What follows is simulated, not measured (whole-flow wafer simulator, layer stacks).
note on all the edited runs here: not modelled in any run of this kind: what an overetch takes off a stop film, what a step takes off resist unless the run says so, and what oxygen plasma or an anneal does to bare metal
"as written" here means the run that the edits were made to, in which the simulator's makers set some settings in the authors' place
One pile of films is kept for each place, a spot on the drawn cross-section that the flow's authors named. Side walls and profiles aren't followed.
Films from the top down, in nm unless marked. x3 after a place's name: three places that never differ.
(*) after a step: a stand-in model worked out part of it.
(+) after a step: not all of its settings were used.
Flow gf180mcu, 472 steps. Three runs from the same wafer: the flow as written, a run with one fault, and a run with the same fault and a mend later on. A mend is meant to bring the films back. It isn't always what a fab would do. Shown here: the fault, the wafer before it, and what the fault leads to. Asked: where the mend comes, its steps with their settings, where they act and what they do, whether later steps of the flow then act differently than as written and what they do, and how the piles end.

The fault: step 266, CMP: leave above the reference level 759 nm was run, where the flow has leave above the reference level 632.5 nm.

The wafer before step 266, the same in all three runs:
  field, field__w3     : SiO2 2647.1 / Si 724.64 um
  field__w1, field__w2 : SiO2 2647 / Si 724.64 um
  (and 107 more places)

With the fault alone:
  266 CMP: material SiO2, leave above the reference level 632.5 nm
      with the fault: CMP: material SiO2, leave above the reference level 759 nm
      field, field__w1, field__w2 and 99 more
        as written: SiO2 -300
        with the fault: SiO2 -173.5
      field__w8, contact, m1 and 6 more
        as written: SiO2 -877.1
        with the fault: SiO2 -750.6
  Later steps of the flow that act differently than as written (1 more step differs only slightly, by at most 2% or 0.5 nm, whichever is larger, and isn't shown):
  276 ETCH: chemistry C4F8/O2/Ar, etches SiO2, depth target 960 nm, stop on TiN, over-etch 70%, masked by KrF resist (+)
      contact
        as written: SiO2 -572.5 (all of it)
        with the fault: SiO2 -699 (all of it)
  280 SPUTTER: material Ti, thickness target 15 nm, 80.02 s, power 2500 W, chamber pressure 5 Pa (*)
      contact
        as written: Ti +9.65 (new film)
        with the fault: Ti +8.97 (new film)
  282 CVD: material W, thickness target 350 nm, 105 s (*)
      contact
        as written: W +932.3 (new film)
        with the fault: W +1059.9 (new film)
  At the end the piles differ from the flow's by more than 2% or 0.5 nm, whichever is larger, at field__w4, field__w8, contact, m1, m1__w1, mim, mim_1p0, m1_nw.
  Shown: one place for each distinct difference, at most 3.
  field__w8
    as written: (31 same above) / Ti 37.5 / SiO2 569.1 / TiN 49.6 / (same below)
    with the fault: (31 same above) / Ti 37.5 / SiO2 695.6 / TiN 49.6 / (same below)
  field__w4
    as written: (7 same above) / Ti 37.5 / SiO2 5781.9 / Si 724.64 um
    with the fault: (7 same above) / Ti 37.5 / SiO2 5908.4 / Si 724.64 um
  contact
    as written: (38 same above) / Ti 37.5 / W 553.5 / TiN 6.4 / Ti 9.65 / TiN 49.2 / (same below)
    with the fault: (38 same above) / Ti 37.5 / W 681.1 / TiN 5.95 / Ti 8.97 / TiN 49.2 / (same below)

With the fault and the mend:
  The mend comes after step 266.
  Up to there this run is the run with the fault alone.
  266a CMP: material SiO2, leave above the reference level 632.5 nm (the flow's step 266 once more)
      field, field__w1, field__w2 and 108 more
        SiO2 -126.5
  No later step of the flow acts differently than as written at any place that is followed.
  At the end the piles are the same as the flow's at every place that both follow.
